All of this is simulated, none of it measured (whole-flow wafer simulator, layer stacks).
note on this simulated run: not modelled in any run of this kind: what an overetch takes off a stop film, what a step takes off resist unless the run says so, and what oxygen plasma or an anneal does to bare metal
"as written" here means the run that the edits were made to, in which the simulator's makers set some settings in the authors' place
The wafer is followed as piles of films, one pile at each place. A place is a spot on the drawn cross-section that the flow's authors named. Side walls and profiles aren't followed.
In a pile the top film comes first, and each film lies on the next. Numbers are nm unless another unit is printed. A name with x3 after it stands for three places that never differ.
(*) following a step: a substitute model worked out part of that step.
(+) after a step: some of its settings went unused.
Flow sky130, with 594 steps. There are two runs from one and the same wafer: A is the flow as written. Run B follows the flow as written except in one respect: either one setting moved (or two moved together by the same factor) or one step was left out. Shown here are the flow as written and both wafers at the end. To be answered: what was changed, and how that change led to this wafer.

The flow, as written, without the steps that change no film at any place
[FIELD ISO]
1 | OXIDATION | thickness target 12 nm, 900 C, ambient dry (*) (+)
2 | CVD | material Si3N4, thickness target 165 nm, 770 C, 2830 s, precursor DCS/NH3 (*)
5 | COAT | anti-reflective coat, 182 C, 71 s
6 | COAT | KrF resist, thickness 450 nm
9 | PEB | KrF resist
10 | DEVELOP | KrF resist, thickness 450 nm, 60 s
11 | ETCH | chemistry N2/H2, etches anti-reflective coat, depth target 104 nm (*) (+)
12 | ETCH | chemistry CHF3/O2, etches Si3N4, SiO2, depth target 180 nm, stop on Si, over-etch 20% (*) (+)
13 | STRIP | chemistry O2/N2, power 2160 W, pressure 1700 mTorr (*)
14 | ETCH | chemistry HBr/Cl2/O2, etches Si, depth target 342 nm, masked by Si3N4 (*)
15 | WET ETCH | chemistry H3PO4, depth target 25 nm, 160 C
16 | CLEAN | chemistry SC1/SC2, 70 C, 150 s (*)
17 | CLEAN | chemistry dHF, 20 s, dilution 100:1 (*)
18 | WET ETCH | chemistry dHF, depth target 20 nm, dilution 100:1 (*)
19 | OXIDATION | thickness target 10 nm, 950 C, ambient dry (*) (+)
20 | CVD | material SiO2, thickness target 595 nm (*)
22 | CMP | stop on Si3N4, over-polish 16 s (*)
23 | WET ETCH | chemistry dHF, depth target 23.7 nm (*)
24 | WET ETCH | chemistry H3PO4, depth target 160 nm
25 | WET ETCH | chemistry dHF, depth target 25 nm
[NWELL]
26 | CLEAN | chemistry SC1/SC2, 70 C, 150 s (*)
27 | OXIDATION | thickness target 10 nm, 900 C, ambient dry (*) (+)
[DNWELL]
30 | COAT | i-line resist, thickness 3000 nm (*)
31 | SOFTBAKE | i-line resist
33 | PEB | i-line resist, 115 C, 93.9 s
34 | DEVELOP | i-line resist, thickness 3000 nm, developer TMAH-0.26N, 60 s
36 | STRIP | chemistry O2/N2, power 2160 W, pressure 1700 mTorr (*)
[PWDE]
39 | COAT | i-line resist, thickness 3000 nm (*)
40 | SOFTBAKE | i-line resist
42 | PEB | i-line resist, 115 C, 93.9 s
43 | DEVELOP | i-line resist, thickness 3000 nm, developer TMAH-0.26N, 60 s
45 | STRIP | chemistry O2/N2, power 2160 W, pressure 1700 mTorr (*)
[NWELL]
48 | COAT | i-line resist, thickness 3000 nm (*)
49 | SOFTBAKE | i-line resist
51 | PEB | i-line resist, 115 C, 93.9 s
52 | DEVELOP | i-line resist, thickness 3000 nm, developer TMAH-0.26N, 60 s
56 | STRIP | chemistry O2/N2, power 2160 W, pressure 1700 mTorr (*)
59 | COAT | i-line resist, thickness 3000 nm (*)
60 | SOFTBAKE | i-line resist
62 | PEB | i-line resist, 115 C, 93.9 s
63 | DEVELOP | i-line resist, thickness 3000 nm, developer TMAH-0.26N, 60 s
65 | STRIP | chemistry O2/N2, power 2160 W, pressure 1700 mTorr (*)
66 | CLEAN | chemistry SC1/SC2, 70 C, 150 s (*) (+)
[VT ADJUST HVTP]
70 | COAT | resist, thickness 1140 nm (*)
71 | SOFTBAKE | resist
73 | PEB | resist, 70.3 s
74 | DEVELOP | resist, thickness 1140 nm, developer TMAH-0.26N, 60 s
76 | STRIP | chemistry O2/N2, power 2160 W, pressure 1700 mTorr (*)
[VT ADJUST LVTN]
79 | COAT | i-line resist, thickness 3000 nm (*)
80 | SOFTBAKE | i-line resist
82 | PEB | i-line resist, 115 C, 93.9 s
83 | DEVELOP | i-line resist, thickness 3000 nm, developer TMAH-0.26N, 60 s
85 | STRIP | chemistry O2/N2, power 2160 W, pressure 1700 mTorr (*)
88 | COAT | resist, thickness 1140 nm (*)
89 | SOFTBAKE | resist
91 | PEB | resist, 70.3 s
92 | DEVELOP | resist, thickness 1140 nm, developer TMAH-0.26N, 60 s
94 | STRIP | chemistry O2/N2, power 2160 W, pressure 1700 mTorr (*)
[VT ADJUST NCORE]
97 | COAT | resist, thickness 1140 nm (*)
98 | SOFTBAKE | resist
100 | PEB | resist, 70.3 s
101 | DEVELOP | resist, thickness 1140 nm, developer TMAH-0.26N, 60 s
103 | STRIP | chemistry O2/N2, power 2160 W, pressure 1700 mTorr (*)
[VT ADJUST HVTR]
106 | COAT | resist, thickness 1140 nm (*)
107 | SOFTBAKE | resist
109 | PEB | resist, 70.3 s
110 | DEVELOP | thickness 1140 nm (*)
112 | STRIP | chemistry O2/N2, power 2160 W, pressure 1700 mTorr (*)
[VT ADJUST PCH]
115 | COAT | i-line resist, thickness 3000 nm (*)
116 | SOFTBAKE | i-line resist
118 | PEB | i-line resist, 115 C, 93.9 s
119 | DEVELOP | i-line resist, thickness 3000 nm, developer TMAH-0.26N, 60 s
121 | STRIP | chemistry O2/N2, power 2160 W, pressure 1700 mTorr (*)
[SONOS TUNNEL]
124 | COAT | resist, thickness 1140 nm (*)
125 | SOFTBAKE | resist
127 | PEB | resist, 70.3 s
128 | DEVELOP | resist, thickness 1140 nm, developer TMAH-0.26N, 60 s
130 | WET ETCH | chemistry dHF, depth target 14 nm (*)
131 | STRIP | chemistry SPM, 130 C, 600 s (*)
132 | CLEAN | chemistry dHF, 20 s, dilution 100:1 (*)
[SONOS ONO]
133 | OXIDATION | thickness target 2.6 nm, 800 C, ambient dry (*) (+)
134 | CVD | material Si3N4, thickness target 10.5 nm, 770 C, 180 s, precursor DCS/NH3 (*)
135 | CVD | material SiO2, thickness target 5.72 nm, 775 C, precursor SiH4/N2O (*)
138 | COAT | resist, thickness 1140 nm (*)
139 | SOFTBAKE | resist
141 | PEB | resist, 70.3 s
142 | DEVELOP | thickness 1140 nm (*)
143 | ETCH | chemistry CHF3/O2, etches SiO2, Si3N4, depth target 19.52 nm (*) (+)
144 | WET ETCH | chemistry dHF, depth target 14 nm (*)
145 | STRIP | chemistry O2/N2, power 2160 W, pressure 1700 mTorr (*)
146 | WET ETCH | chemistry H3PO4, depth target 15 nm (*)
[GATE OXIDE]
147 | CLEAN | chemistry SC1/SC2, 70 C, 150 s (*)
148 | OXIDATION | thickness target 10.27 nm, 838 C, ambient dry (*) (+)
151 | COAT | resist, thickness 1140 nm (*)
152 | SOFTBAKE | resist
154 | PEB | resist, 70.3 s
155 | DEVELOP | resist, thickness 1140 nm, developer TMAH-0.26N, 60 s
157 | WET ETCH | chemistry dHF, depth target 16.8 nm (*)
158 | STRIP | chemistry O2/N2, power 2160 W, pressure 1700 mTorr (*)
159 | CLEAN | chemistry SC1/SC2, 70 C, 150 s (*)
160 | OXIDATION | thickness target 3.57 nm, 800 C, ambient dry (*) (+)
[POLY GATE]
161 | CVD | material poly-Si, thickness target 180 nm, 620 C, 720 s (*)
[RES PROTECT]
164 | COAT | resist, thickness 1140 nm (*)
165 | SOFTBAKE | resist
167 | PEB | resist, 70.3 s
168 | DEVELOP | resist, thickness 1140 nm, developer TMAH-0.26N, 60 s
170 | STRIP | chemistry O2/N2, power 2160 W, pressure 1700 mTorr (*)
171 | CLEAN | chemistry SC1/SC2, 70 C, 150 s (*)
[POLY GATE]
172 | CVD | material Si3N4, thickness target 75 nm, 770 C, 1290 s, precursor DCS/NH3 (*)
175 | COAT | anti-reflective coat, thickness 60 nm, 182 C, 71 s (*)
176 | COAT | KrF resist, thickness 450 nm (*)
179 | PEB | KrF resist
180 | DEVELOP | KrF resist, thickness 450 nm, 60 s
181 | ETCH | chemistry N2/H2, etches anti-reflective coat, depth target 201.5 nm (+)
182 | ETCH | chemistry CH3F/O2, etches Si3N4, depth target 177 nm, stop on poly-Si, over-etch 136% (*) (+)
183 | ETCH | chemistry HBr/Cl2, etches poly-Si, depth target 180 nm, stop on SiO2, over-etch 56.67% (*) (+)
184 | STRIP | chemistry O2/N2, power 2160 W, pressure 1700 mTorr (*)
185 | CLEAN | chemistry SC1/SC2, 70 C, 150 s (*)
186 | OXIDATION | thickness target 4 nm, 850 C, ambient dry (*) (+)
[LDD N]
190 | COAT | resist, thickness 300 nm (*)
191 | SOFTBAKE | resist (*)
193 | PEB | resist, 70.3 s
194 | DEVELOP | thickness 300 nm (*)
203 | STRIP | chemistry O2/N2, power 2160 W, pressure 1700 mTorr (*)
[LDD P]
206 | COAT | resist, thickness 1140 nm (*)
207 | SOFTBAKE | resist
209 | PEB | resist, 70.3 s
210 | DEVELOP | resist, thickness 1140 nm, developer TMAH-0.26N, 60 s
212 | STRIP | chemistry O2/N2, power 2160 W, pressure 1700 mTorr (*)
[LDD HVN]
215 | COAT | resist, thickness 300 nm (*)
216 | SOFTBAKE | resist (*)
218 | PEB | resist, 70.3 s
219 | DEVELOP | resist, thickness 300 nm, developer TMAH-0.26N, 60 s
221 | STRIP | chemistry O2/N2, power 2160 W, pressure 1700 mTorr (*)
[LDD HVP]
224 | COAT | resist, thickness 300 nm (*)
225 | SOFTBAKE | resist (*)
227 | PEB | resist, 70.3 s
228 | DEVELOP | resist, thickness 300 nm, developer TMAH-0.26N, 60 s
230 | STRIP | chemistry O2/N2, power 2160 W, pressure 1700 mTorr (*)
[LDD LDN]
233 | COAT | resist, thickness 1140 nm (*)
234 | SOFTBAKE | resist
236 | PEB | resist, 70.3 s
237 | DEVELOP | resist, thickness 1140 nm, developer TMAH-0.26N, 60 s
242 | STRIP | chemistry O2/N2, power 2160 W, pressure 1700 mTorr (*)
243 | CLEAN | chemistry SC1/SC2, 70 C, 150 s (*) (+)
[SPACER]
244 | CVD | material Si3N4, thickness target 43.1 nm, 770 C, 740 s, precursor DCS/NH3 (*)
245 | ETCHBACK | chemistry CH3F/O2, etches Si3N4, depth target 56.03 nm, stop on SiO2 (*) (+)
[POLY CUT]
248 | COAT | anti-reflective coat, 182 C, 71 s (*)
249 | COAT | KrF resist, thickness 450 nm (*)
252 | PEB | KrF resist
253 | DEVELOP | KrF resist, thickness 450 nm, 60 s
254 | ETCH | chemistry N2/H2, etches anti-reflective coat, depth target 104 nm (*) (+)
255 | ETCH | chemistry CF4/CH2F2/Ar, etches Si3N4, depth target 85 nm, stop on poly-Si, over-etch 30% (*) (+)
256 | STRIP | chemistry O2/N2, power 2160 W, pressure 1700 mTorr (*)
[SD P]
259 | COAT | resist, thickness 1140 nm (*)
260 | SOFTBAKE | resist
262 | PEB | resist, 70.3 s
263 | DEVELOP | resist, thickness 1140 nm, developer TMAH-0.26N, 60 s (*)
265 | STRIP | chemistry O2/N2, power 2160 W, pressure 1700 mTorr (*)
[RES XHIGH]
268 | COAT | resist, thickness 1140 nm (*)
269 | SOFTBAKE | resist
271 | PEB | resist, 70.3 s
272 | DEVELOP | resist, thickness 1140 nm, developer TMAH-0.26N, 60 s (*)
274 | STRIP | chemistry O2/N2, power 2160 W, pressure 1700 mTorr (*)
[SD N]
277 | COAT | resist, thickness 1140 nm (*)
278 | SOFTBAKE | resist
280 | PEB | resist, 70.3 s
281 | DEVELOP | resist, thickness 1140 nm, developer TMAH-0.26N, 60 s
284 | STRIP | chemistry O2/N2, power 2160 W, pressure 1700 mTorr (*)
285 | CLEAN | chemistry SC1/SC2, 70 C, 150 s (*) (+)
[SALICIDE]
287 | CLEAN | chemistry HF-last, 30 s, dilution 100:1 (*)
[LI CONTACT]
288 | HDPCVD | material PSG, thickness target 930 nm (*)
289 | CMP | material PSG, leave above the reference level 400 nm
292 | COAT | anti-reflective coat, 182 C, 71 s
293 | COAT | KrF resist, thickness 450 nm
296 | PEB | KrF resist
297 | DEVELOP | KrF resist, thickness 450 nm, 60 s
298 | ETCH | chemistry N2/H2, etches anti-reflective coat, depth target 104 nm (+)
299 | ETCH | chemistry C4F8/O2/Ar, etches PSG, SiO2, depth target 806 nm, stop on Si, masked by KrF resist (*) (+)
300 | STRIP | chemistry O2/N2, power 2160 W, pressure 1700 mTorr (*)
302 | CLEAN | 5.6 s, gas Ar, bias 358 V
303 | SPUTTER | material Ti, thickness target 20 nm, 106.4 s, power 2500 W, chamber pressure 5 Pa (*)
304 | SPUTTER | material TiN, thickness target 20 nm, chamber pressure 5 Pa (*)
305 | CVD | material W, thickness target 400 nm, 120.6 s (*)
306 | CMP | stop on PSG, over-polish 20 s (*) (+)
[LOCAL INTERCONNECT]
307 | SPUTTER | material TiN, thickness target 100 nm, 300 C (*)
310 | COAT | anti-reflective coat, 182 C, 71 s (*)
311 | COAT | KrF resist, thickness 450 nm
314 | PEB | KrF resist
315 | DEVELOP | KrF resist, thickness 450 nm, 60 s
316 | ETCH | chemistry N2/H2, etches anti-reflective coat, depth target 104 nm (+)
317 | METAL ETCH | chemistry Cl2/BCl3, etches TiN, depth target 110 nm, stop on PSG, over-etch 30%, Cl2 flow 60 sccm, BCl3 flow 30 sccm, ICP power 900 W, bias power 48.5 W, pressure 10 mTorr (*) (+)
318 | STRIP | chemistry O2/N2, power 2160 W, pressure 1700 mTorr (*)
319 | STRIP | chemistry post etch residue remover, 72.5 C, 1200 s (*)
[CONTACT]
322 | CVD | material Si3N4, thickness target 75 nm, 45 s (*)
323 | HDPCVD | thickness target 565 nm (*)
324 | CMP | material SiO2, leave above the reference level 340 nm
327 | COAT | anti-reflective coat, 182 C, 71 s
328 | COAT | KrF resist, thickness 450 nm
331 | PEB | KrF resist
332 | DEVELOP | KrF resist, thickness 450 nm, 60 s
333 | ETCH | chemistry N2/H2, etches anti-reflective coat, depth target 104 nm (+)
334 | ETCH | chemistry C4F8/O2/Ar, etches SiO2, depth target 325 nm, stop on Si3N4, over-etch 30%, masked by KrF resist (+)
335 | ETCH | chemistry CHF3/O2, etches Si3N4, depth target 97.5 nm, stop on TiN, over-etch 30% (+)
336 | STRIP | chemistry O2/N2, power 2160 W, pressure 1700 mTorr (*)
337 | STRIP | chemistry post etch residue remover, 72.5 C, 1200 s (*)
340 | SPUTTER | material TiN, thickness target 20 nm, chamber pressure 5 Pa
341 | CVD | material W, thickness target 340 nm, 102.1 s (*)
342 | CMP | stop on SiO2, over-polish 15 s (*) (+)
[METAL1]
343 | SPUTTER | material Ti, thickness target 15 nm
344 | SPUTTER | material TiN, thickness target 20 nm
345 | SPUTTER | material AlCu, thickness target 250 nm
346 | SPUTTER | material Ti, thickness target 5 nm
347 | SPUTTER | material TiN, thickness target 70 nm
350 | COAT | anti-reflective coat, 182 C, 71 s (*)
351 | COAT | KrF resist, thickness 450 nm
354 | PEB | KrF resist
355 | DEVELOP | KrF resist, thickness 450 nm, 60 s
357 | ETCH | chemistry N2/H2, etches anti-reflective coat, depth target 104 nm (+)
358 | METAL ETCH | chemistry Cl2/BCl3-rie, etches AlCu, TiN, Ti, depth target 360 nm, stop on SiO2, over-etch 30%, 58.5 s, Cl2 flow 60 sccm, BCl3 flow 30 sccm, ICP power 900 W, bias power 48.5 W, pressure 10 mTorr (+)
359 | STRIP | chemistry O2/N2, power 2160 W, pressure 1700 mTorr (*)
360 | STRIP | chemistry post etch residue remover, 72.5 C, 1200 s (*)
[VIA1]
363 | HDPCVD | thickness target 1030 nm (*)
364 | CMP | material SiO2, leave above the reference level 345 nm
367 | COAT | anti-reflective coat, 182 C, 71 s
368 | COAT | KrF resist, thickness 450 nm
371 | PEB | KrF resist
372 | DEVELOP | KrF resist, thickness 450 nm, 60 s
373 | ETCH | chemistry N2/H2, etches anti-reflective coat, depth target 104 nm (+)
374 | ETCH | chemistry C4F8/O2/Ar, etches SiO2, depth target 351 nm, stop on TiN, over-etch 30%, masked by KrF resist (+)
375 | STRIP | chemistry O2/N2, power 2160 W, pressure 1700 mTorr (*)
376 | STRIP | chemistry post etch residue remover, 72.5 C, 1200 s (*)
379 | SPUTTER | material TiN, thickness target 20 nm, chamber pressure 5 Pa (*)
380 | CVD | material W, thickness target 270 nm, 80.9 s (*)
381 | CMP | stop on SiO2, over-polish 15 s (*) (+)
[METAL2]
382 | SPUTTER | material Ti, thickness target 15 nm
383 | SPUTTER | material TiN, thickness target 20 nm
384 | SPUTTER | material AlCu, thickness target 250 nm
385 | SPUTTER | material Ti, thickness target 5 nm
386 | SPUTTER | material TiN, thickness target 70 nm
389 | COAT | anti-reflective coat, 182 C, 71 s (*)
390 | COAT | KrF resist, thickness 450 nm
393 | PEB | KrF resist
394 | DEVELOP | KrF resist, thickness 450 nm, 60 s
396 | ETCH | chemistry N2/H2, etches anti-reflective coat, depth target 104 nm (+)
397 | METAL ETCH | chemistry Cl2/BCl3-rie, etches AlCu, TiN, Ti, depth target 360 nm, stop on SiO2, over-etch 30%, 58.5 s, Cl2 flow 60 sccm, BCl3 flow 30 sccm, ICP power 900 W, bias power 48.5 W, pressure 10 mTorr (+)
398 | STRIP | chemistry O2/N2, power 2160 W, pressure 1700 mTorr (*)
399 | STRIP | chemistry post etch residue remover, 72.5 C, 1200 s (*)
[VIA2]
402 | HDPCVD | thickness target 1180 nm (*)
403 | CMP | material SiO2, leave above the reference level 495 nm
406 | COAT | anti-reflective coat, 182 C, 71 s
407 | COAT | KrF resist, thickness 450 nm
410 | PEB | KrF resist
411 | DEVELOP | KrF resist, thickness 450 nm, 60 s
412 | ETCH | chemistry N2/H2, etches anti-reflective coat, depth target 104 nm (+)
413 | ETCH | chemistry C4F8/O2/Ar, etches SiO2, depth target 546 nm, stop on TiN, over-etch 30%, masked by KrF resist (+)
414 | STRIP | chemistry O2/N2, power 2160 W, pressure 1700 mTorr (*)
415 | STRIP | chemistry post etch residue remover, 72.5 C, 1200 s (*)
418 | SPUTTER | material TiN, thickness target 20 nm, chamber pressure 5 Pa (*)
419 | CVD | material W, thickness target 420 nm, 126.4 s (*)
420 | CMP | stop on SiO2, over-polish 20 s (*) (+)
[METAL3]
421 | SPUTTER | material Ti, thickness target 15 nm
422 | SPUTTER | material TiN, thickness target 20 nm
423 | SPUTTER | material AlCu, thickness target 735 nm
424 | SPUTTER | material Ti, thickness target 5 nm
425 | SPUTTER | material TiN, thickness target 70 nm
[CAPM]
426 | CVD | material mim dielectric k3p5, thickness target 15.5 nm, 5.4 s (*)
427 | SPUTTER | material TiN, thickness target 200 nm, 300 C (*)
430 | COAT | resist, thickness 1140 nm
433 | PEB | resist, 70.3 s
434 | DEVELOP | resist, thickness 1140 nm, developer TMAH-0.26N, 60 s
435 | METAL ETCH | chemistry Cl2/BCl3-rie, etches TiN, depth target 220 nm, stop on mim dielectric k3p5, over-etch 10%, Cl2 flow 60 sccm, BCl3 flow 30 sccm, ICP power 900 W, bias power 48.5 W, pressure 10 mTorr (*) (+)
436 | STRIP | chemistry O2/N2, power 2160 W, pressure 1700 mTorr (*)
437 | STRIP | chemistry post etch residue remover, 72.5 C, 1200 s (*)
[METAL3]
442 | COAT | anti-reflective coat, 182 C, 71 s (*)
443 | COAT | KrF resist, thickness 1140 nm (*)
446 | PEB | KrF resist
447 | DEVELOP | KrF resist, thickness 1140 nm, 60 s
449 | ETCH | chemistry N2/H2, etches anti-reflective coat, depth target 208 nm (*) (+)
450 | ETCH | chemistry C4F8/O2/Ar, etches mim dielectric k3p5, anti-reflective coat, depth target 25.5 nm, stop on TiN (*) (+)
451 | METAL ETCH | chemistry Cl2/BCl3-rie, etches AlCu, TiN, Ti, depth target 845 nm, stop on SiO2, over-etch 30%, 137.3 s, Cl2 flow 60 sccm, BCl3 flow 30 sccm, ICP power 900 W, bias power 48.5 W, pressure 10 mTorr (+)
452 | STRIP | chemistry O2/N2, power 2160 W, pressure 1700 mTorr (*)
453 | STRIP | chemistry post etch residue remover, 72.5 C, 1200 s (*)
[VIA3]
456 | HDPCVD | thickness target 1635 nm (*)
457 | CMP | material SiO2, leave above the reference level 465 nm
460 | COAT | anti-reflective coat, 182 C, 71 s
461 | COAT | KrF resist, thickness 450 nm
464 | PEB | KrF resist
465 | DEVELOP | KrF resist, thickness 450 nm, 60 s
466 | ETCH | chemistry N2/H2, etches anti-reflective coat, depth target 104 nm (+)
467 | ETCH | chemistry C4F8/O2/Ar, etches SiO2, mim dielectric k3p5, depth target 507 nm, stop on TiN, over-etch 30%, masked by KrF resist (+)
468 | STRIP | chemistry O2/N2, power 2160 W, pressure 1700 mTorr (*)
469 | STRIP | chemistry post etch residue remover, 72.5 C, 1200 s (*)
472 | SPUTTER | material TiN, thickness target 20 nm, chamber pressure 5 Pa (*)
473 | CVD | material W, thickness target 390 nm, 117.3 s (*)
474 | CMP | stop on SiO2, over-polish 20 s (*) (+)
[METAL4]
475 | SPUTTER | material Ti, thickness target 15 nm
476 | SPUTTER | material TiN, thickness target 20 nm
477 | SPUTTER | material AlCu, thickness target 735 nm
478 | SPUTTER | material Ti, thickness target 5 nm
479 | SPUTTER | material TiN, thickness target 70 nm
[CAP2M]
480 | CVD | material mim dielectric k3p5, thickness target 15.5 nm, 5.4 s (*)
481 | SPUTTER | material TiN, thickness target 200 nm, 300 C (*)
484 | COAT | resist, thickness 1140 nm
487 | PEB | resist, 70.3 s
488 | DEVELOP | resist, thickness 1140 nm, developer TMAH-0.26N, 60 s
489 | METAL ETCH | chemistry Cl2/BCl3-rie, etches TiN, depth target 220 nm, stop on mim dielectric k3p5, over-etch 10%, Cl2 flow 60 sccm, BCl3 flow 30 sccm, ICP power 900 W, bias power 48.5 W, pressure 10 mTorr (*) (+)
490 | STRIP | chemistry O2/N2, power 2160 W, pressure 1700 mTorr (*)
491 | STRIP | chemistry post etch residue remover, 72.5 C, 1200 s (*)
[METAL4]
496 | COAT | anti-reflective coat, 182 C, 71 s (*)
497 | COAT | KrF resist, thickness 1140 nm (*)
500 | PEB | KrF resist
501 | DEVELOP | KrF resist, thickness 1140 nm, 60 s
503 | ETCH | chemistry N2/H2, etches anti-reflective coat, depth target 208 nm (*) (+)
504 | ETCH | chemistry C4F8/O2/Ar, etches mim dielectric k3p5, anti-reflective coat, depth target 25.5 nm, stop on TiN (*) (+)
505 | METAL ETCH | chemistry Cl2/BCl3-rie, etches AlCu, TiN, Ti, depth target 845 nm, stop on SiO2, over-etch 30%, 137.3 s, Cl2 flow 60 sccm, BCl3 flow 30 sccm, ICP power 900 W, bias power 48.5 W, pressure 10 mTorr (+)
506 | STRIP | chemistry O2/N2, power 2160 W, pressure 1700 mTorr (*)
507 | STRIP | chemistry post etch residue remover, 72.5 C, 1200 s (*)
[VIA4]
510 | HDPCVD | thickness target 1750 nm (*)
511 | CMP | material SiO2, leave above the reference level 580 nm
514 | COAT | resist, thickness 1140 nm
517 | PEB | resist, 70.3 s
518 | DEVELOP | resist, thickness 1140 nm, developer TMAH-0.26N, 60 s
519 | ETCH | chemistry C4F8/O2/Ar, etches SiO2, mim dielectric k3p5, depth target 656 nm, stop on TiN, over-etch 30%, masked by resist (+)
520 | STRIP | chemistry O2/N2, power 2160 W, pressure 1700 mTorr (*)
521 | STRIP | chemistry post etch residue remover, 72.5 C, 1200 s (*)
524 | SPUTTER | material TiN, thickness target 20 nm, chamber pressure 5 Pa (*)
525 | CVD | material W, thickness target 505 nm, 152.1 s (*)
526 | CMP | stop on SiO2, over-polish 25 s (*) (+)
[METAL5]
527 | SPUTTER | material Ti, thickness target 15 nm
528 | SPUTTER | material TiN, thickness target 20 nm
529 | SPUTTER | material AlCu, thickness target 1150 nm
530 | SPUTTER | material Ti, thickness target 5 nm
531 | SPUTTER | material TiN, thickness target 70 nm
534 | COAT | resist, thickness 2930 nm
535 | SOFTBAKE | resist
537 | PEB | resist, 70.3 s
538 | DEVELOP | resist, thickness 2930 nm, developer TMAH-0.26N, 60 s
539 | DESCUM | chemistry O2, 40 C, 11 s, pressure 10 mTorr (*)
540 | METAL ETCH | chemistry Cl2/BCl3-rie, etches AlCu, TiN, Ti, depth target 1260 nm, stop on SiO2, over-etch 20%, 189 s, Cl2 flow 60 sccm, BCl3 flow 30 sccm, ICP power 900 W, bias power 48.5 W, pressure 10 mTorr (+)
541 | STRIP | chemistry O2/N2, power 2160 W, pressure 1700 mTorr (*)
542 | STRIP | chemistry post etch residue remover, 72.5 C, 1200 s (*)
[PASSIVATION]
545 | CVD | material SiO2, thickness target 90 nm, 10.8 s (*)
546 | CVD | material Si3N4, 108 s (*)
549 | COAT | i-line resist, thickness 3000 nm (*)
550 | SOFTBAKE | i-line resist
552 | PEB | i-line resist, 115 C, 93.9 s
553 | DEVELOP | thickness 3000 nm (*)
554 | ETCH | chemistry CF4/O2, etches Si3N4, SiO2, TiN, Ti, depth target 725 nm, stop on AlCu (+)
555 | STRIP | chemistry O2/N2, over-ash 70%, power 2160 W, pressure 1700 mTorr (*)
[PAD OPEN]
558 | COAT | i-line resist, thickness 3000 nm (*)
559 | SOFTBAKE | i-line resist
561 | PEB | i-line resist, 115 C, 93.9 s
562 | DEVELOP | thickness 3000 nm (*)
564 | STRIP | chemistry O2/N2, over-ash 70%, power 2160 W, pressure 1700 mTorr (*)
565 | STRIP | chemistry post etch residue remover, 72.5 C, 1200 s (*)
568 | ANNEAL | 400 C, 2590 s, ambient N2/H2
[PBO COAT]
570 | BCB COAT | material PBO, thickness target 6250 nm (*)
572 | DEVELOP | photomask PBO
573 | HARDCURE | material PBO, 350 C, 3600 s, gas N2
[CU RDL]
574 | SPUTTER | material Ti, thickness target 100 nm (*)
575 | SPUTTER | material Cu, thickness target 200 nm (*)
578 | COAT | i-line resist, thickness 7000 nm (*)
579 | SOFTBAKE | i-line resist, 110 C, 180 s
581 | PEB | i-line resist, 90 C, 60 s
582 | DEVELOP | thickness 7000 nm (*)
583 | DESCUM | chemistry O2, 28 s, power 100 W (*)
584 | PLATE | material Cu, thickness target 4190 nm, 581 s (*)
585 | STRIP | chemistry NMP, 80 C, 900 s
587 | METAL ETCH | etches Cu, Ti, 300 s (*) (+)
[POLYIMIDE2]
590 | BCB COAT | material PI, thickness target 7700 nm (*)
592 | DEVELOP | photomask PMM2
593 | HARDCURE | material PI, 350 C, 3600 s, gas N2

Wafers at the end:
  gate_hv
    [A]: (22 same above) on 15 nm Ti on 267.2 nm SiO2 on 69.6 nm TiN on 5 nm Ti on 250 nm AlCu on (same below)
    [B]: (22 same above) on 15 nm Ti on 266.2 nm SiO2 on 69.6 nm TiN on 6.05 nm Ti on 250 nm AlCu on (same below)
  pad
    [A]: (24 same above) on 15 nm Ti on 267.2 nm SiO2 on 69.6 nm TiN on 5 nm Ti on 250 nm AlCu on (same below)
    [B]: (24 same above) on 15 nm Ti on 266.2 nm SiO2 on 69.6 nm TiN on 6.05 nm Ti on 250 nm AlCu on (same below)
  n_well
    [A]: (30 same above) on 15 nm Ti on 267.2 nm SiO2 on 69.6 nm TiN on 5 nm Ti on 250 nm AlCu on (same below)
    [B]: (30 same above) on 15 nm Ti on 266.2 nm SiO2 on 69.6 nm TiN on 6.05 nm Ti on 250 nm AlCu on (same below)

What caused this: step 346, SPUTTER: thickness target 6.05 nm was run, while the flow as written has thickness target 5 nm.
One can read it off the wafer: gate_hv has Ti 6.05, and step 346 as written asks for 5 nm.

How this came from the change, step by step:
  346 | SPUTTER | material Ti, thickness target 5 nm
      field, active, n_well and 188 more: A +5 Ti (new film) | B +6.05 Ti (new film)
  358 | METAL ETCH | chemistry Cl2/BCl3-rie, etches AlCu, TiN, Ti, depth target 360 nm, stop on SiO2, over-etch 30%, 58.5 s, Cl2 flow 60 sccm, BCl3 flow 30 sccm, ICP power 900 W, bias power 48.5 W, pressure 10 mTorr (+)
      field, active, gate and 81 more: A -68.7 TiN (all of it), -5 Ti (all of it), -250 AlCu (all of it), -20 TiN (all of it), -15 Ti (all of it), -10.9 SiO2 | B -68.7 TiN (all of it), -6.05 Ti (all of it), -250 AlCu (all of it), -20 TiN (all of it), -15 Ti (all of it), -10.8 SiO2
